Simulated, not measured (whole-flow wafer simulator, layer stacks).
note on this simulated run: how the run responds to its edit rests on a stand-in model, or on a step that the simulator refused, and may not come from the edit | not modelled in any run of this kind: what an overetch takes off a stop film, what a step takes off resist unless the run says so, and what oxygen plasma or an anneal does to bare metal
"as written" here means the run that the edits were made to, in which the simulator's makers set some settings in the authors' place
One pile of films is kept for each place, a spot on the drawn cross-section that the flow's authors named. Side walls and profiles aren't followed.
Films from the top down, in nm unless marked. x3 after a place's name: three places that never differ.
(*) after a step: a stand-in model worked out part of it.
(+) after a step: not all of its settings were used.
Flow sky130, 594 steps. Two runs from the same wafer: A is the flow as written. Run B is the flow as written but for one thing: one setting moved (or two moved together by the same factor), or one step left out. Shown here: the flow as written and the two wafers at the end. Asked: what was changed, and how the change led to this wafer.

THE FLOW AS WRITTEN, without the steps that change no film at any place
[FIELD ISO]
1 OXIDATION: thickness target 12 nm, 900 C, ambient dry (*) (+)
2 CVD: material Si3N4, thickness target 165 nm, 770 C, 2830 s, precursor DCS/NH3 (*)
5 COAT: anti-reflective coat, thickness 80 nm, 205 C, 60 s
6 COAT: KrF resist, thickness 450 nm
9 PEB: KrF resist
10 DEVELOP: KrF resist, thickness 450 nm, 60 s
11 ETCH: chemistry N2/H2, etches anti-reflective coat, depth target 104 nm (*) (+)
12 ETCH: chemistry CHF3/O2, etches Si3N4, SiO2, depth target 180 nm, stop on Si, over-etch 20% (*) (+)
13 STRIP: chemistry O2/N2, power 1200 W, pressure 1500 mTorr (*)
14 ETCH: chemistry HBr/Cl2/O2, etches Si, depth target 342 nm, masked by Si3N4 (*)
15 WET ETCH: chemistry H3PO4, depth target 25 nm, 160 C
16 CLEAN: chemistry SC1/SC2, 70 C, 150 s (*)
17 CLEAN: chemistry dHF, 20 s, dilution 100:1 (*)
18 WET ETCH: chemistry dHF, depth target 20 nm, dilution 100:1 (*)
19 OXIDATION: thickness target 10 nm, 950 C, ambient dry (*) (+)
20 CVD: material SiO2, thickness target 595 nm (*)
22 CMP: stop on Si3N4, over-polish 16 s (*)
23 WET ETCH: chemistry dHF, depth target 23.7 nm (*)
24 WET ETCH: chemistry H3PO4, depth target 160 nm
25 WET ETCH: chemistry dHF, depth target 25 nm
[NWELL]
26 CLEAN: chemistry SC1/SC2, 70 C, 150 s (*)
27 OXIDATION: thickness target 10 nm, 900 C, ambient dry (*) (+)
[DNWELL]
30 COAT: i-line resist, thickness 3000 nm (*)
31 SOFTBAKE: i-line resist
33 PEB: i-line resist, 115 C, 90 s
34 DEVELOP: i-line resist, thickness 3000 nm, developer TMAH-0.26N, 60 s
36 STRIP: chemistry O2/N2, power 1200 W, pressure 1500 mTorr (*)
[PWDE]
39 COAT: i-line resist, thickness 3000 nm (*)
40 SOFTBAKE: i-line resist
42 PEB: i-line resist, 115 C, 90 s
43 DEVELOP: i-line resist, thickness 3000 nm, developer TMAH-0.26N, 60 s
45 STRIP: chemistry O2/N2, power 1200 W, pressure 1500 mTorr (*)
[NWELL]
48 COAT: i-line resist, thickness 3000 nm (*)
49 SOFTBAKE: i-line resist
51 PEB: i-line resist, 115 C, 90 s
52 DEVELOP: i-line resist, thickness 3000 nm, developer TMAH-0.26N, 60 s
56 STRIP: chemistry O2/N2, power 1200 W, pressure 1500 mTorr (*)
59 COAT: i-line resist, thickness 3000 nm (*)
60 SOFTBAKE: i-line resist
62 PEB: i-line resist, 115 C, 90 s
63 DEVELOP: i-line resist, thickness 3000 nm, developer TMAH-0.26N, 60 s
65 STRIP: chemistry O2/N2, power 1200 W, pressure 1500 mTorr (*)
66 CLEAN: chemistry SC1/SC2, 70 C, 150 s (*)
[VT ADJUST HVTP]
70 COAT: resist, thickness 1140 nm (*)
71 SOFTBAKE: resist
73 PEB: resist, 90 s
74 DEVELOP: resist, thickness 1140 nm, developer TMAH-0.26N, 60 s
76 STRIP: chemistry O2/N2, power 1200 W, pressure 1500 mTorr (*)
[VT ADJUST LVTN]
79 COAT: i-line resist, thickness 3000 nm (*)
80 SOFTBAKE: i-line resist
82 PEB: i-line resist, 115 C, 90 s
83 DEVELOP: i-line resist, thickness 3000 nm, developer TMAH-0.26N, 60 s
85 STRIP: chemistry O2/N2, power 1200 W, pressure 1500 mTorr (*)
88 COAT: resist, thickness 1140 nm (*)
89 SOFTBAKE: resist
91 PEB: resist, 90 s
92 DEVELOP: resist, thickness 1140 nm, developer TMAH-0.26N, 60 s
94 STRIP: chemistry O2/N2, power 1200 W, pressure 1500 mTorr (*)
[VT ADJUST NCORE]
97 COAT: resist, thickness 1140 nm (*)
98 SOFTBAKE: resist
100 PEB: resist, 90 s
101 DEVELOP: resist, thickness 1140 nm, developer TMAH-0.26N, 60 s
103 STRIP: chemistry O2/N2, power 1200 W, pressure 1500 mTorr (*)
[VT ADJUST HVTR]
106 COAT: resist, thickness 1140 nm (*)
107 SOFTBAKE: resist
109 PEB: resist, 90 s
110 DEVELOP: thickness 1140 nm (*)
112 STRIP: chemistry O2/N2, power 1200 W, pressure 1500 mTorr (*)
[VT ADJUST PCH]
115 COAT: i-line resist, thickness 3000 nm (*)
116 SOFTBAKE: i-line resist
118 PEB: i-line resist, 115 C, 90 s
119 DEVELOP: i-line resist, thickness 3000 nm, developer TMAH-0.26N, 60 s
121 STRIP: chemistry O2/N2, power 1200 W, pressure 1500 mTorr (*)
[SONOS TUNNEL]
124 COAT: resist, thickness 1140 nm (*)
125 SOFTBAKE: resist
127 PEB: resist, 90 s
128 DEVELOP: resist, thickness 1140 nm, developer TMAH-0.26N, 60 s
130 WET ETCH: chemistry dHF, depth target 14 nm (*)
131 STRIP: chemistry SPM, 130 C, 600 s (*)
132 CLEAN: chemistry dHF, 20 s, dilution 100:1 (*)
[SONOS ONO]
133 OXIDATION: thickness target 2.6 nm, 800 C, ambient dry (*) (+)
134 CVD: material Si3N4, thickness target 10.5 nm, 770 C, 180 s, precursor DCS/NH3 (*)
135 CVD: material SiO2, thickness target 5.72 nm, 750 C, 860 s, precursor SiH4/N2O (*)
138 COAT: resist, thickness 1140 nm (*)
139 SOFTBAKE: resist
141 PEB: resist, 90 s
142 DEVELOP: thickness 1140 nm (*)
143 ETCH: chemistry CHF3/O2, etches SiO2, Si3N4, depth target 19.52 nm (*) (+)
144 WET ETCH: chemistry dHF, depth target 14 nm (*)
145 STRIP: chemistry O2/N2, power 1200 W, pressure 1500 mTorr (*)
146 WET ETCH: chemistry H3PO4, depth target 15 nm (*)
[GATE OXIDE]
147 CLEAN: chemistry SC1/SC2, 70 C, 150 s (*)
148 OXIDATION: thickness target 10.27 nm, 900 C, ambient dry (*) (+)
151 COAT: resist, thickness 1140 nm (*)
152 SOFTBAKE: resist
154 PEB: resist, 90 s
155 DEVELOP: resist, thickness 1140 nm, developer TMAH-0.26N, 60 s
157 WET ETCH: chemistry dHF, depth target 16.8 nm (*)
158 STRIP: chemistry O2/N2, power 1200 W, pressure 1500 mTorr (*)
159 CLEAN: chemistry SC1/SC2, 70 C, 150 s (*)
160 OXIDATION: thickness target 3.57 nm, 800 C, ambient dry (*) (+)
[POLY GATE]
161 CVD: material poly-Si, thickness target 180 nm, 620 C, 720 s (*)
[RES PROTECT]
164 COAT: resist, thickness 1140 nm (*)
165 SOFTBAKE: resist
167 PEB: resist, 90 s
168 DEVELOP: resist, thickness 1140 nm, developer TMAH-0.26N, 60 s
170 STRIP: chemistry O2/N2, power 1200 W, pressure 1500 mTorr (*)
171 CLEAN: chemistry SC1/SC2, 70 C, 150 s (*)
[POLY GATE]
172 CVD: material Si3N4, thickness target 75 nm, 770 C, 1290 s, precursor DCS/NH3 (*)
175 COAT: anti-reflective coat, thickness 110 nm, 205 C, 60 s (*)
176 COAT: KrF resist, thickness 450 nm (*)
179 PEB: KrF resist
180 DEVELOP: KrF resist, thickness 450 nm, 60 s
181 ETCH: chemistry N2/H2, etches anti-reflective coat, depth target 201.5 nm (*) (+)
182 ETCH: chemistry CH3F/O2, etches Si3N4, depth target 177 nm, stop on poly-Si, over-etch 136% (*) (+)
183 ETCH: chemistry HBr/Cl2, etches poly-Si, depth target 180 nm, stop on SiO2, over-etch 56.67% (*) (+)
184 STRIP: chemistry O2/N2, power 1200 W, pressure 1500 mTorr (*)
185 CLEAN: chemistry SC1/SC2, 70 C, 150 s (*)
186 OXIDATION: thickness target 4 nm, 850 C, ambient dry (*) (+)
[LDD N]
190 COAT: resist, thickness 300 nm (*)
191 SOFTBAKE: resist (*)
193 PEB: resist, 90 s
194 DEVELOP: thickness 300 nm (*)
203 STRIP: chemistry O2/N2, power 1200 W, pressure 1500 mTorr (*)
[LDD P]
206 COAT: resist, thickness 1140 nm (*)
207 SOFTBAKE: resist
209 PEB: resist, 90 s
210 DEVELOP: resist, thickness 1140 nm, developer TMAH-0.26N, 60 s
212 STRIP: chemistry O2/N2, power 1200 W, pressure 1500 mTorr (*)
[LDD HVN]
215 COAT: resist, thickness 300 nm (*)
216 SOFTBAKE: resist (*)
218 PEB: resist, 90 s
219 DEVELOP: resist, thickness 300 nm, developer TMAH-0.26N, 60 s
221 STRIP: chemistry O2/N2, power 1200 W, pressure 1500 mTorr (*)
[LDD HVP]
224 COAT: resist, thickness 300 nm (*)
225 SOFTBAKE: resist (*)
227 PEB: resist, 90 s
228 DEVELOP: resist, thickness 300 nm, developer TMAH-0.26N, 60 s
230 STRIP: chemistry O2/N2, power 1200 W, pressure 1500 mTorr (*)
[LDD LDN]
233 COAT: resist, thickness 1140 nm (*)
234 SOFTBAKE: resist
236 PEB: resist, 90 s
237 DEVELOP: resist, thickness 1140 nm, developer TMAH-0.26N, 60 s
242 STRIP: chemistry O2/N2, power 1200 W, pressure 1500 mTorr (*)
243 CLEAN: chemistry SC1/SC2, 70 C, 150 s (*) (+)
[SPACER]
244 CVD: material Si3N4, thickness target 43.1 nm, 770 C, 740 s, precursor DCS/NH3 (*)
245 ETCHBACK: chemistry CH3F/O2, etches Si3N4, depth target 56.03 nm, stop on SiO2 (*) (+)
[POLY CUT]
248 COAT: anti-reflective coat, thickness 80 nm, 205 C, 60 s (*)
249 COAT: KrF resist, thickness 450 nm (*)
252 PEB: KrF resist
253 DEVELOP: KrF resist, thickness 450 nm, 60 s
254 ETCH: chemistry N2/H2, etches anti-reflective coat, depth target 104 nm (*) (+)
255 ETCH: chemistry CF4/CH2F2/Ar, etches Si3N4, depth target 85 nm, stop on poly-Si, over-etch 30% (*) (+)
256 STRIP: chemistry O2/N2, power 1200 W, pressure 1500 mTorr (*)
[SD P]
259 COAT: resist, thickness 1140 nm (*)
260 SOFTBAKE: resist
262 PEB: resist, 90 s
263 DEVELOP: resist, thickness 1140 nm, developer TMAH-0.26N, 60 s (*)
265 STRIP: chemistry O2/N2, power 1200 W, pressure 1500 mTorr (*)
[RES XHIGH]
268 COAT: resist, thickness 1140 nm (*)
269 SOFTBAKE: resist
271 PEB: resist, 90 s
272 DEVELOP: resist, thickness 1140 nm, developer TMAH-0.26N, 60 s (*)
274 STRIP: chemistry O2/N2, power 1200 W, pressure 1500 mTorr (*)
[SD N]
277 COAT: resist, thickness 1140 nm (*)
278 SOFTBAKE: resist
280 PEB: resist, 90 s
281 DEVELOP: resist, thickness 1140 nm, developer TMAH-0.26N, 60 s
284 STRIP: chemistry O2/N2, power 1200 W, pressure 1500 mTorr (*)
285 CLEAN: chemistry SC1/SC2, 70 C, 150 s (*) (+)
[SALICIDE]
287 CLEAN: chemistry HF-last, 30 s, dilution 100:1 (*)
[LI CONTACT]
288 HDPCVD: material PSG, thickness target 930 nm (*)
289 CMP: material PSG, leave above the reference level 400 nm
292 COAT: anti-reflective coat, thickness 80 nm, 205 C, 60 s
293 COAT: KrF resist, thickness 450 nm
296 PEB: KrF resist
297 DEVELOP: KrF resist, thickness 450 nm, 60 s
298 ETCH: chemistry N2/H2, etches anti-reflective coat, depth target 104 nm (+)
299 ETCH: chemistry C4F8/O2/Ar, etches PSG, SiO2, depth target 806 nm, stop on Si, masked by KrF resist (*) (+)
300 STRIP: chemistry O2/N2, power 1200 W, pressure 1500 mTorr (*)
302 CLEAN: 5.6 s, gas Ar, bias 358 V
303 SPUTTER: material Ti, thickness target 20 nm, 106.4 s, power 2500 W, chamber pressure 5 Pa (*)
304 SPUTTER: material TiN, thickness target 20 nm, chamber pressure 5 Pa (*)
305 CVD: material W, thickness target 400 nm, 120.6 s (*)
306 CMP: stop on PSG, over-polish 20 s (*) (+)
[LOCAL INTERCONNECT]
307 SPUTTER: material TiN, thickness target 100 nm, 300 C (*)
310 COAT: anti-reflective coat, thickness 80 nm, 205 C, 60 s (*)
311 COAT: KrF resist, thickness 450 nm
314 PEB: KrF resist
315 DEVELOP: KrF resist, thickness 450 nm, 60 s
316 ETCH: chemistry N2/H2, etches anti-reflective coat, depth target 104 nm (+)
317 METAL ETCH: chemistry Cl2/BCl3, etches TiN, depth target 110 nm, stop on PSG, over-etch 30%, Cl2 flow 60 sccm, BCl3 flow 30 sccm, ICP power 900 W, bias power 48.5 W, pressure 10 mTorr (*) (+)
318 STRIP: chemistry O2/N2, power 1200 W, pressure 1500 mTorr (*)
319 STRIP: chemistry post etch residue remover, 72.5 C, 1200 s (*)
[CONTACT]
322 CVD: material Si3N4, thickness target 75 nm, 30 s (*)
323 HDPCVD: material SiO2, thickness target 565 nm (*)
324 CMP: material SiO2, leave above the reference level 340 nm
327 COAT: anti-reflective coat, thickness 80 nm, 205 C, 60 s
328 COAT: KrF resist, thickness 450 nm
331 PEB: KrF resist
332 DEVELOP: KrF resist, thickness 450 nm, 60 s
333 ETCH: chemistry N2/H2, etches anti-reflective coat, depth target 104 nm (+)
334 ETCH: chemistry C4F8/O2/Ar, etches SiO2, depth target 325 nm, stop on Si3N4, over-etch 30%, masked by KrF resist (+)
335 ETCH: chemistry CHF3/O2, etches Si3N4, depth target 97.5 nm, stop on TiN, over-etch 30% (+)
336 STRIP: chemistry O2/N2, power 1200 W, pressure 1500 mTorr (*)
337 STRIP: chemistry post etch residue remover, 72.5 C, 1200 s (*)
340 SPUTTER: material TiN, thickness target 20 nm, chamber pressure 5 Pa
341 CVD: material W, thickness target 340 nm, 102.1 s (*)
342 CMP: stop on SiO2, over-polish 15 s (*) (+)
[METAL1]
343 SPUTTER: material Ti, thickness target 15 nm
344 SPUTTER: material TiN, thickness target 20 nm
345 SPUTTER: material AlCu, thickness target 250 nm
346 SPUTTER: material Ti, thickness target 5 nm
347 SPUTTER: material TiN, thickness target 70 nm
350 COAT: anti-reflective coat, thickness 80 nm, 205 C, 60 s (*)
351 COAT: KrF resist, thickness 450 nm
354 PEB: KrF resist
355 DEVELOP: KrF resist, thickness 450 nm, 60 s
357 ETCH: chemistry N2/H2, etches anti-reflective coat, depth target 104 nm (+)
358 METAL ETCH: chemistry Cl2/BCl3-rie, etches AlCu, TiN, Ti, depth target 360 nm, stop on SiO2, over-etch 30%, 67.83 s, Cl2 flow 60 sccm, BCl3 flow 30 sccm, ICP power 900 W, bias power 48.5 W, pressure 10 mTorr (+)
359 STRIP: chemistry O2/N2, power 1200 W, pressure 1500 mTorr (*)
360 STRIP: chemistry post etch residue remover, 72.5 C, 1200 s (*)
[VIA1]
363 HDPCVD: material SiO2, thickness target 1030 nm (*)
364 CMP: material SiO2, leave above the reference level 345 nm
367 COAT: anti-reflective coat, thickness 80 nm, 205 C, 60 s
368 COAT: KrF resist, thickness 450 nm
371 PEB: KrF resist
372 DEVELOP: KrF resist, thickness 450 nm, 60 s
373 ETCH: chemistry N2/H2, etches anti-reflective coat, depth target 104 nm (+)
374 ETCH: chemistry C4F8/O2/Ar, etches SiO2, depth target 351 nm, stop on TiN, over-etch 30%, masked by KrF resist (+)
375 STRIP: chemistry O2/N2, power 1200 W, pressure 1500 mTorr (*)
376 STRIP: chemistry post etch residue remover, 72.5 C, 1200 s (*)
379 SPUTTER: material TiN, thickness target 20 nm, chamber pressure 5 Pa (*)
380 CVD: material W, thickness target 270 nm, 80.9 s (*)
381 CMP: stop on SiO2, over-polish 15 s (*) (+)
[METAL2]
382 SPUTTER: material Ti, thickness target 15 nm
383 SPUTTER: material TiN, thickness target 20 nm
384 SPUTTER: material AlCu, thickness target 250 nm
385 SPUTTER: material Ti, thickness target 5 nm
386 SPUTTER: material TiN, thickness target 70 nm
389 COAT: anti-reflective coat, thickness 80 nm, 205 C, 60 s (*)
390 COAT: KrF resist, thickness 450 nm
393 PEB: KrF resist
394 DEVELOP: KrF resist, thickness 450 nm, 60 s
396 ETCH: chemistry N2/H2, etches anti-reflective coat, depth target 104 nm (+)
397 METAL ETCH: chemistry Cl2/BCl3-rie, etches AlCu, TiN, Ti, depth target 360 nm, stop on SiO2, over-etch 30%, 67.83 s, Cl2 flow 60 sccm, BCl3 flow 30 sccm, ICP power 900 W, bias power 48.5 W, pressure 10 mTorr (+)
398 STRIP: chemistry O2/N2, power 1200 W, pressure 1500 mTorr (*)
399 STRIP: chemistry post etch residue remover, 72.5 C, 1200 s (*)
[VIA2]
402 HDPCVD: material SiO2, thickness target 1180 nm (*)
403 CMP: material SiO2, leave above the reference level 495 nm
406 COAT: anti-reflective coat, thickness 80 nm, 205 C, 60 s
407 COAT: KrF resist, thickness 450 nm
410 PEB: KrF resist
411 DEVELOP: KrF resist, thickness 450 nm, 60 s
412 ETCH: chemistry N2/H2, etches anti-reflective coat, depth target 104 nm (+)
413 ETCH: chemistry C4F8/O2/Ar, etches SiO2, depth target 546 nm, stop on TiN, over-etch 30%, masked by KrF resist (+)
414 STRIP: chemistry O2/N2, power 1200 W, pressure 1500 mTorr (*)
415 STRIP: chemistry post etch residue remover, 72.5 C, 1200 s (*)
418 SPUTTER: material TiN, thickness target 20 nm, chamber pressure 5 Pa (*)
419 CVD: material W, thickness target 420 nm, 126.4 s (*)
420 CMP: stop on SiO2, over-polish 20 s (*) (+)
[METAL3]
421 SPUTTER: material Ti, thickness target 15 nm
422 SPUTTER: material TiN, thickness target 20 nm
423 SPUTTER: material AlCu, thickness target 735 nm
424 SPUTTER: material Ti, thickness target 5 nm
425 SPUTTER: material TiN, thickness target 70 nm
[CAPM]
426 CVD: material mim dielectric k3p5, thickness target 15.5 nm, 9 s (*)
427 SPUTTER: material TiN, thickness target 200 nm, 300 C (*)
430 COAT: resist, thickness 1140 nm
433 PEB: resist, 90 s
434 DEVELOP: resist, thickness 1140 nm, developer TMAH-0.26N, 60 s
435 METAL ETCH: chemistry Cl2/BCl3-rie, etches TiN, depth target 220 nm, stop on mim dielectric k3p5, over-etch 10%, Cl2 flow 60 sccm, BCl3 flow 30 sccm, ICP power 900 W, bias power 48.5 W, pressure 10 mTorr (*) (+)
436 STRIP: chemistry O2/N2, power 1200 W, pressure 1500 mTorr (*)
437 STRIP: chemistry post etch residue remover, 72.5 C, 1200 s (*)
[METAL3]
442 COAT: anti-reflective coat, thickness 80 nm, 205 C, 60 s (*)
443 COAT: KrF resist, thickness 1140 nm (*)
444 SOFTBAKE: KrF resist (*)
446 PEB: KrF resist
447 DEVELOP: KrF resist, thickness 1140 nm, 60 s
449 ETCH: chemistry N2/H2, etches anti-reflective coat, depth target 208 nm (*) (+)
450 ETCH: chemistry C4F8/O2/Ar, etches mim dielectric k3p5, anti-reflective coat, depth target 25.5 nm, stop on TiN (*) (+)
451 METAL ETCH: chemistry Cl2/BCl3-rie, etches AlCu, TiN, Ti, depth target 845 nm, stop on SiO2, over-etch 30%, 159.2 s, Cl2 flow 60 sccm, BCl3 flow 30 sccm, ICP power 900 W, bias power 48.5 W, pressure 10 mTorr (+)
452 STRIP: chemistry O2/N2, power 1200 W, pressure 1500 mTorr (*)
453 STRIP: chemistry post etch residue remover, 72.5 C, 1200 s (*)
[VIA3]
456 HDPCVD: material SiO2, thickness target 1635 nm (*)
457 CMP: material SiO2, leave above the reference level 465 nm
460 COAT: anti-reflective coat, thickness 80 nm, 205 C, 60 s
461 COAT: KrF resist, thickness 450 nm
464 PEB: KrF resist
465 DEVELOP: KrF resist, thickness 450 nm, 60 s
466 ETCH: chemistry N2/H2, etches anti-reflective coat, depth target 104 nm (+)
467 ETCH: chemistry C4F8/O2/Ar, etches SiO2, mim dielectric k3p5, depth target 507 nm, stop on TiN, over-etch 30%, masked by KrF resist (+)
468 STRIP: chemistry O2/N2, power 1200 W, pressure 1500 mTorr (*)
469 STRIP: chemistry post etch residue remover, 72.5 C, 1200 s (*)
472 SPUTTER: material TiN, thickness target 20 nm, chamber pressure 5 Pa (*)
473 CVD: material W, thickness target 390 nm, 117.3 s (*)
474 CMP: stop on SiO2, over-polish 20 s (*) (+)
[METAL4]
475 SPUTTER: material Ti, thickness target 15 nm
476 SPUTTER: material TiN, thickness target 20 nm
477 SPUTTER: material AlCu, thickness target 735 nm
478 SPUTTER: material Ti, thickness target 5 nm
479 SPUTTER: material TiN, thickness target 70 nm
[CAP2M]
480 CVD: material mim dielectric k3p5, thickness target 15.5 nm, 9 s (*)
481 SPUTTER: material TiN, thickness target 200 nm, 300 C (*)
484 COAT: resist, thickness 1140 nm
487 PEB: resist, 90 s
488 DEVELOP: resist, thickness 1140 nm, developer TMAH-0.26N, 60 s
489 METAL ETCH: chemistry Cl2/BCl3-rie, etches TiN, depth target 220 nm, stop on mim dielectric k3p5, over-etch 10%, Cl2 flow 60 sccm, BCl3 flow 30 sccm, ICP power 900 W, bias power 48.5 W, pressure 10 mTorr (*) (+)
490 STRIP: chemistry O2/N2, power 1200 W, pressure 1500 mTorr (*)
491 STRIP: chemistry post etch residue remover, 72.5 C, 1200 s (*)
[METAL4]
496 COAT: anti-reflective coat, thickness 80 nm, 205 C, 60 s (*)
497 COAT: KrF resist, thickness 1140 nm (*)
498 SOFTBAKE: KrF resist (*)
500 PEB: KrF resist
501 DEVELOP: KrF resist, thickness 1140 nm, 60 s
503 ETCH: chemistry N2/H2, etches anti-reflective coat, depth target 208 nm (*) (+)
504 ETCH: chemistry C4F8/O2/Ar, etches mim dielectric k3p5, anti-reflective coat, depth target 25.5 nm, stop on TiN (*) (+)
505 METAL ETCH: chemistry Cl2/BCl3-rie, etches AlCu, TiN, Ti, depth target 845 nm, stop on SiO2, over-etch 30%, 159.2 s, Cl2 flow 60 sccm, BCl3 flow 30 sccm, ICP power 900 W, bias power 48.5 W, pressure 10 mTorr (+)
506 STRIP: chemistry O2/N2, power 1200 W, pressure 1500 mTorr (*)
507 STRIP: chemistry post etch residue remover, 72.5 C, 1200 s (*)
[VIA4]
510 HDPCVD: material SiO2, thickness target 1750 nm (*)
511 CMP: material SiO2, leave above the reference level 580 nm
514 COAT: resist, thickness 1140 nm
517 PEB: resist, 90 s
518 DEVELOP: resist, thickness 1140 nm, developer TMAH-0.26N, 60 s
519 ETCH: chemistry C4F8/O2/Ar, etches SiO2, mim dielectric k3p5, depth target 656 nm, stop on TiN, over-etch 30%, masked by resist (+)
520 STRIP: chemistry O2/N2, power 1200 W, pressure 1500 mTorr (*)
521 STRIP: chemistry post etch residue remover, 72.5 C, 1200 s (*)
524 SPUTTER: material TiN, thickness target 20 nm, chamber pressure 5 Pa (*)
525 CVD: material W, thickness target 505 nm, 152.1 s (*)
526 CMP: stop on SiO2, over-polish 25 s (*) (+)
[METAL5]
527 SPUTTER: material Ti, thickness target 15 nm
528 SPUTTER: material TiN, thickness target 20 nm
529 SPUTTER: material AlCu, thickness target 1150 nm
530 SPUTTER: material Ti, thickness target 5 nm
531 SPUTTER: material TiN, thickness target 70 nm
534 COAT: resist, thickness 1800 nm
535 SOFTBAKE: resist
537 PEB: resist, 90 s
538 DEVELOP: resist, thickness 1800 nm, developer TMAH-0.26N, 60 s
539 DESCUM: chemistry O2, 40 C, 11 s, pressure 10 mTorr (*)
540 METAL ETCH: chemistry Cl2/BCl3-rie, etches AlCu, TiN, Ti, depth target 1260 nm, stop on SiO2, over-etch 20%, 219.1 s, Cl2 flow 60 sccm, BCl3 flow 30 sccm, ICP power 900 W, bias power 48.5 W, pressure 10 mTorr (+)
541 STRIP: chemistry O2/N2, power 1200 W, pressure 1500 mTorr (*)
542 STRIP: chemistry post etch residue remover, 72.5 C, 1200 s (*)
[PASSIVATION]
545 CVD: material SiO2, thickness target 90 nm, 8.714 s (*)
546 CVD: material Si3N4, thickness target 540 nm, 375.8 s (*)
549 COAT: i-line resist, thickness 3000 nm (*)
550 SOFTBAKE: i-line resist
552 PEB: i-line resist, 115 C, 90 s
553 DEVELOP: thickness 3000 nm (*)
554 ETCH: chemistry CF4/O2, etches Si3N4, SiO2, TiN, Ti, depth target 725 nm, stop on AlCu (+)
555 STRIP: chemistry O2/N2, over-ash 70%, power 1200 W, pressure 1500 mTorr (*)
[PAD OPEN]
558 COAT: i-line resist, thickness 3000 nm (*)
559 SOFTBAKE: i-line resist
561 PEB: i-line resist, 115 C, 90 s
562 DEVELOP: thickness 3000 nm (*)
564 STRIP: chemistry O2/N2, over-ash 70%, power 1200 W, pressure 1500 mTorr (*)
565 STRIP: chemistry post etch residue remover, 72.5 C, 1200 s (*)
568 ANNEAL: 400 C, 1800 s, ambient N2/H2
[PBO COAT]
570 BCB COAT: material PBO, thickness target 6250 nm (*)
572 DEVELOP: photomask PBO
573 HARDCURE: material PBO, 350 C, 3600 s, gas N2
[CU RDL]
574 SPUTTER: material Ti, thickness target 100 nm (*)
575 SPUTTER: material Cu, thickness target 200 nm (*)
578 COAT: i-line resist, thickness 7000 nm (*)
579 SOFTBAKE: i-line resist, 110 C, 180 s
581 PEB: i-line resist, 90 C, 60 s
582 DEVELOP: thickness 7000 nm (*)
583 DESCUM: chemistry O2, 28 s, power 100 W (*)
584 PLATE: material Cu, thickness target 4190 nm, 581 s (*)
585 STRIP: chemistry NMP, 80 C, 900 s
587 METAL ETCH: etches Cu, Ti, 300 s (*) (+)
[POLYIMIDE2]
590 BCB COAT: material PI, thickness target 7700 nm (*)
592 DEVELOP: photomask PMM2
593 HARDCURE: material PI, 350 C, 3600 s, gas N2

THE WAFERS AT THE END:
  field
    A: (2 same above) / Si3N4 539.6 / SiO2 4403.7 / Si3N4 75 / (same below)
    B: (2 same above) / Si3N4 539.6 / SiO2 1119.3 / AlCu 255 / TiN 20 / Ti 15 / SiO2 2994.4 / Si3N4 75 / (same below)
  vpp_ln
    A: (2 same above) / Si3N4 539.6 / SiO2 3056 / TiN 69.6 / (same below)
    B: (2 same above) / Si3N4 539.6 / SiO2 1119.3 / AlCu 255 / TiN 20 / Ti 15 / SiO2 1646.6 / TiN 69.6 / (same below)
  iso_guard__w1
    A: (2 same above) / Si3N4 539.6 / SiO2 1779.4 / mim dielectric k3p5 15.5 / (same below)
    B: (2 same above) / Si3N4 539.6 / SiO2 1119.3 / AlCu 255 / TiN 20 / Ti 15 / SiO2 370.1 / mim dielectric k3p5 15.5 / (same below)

The cause: step 505, METAL ETCH: depth target 422.5 nm was run, where the flow has depth target 845 nm.

How the change led to this, step by step:
  505 METAL ETCH: chemistry Cl2/BCl3-rie, etches AlCu, TiN, Ti, depth target 845 nm, stop on SiO2, over-etch 30%, 159.2 s, Cl2 flow 60 sccm, BCl3 flow 30 sccm, ICP power 900 W, bias power 48.5 W, pressure 10 mTorr (+)
      field, active, gate and 70 more: A TiN -70 (all of it), Ti -5 (all of it), AlCu -735 (all of it), TiN -20 (all of it), Ti -15 (all of it), SiO2 -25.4 | B TiN -70 (all of it), Ti -5 (all of it), AlCu -474.2
      vpp_iso1, mim_edge_plate, m1_ln and 12 more: A TiN -70 (all of it), Ti -5 (all of it), AlCu -735 (all of it), TiN -20 (all of it), Ti -15 (all of it), SiO2 -25.3 | B TiN -70 (all of it), Ti -5 (all of it), AlCu -474.2
      (and at 105 more places)
  506 STRIP: chemistry O2/N2, power 1200 W, pressure 1500 mTorr (*)
      gate_hv, mim, dice_street and 72 more: A KrF resist -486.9 (all of it), anti-reflective coat -80 (all of it) | B KrF resist -761.6 (all of it), anti-reflective coat -80 (all of it)
      n_well, p_well, sd_n and 6 more: A KrF resist -486.9 (all of it), anti-reflective coat -80 (all of it) | B KrF resist -761.5 (all of it), anti-reflective coat -80 (all of it)
      (and at 21 more places)
  507 STRIP: chemistry post etch residue remover, 72.5 C, 1200 s (*)
      field, active, gate and 85 more: A nothing | B AlCu -5.72
  510 HDPCVD: material SiO2, thickness target 1750 nm (*)
      field, active, gate and 85 more: A SiO2 +1750 | B SiO2 +1750 (new film)
  511 CMP: material SiO2, leave above the reference level 580 nm
      field, active, gate and 76 more: A SiO2 -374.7 | B SiO2 -690
      iso_guard__w1, mim_edge_gap, vpp_l1ln and 6 more: A SiO2 -374.6 | B SiO2 -690
Counting metal films that touch as one body, field has 1 body; the flow as written gives 0 bodies.
Counting metal films that touch as one body, vpp_ln has 3 bodies (between them, from the top down: SiO2 1646.6; SiO2 267.2); the flow as written gives 2 bodies (between them, from the top down: SiO2 267.2).
Counting metal films that touch as one body, iso_guard__w1 has 2 bodies (between them, from the top down: SiO2 370.1 / mim dielectric k3p5 15.5); the flow as written gives 1 body.
